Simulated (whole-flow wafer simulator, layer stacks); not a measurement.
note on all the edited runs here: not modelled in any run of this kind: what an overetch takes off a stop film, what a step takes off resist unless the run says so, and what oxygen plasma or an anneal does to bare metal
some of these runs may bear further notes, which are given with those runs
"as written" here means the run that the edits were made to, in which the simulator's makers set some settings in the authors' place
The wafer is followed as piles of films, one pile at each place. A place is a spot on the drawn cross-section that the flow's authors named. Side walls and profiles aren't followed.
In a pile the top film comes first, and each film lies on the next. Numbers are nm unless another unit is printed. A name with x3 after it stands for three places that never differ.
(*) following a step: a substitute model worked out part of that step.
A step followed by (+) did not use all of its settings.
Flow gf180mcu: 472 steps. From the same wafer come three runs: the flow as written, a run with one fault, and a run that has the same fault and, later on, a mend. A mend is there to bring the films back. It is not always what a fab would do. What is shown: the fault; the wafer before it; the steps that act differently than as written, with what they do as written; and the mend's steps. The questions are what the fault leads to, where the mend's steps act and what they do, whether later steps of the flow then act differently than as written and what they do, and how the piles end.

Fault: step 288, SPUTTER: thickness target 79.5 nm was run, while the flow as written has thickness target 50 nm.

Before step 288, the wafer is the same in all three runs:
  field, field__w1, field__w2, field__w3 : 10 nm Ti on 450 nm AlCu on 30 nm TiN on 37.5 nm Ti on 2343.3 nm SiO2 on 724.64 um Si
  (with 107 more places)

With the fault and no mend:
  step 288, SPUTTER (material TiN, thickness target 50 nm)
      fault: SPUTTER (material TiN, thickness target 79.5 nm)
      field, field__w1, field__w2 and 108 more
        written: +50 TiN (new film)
        fault: +79.5 TiN (new film)
  Later steps of the flow acting differently than as written (not shown: 3 more steps that differ only slightly, by at most 2% or 0.5 nm, whichever is larger):
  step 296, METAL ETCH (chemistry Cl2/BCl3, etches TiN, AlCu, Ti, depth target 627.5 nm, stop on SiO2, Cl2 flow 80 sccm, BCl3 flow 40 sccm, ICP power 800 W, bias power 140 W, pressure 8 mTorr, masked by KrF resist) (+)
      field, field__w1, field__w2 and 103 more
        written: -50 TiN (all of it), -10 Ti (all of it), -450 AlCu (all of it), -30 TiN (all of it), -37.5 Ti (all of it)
        fault: -79.5 TiN (all of it), -10 Ti (all of it), -450 AlCu (all of it), -30 TiN (all of it), -37.5 Ti (all of it)
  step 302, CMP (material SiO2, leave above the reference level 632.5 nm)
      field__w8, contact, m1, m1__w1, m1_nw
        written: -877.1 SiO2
        fault: -906.6 SiO2
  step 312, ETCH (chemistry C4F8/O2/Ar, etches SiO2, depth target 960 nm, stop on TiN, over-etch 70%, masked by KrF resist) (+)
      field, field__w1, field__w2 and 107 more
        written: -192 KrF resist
        fault: -184.6 KrF resist
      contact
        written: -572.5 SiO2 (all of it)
        fault: -543 SiO2 (all of it)
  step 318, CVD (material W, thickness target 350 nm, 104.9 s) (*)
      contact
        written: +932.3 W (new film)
        fault: +902.5 W (new film)
  By the end, the piles at field__w8, contact, m1, m1__w1, m1_nw depart from the flow's by more than 2% or 0.5 nm, whichever is larger.
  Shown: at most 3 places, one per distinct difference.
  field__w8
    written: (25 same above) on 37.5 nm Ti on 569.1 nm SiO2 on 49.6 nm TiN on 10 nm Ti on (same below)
    fault: (25 same above) on 37.5 nm Ti on 539.6 nm SiO2 on 79.1 nm TiN on 10 nm Ti on (same below)
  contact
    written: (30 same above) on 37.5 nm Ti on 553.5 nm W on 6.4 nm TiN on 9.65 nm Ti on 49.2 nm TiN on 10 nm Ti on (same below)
    fault: (30 same above) on 37.5 nm Ti on 523.7 nm W on 6.51 nm TiN on 9.82 nm Ti on 78.7 nm TiN on 10 nm Ti on (same below)

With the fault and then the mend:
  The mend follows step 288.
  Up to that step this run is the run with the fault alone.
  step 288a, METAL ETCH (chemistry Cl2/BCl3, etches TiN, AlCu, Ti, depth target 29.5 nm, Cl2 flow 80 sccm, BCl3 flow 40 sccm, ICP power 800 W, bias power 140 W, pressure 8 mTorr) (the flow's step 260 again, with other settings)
      field, field__w1, field__w2 and 108 more
        -29.5 TiN
  Later steps of the flow that are run all act as written at every place that is followed.
  By the end, the piles equal the flow's at every place that both follow.
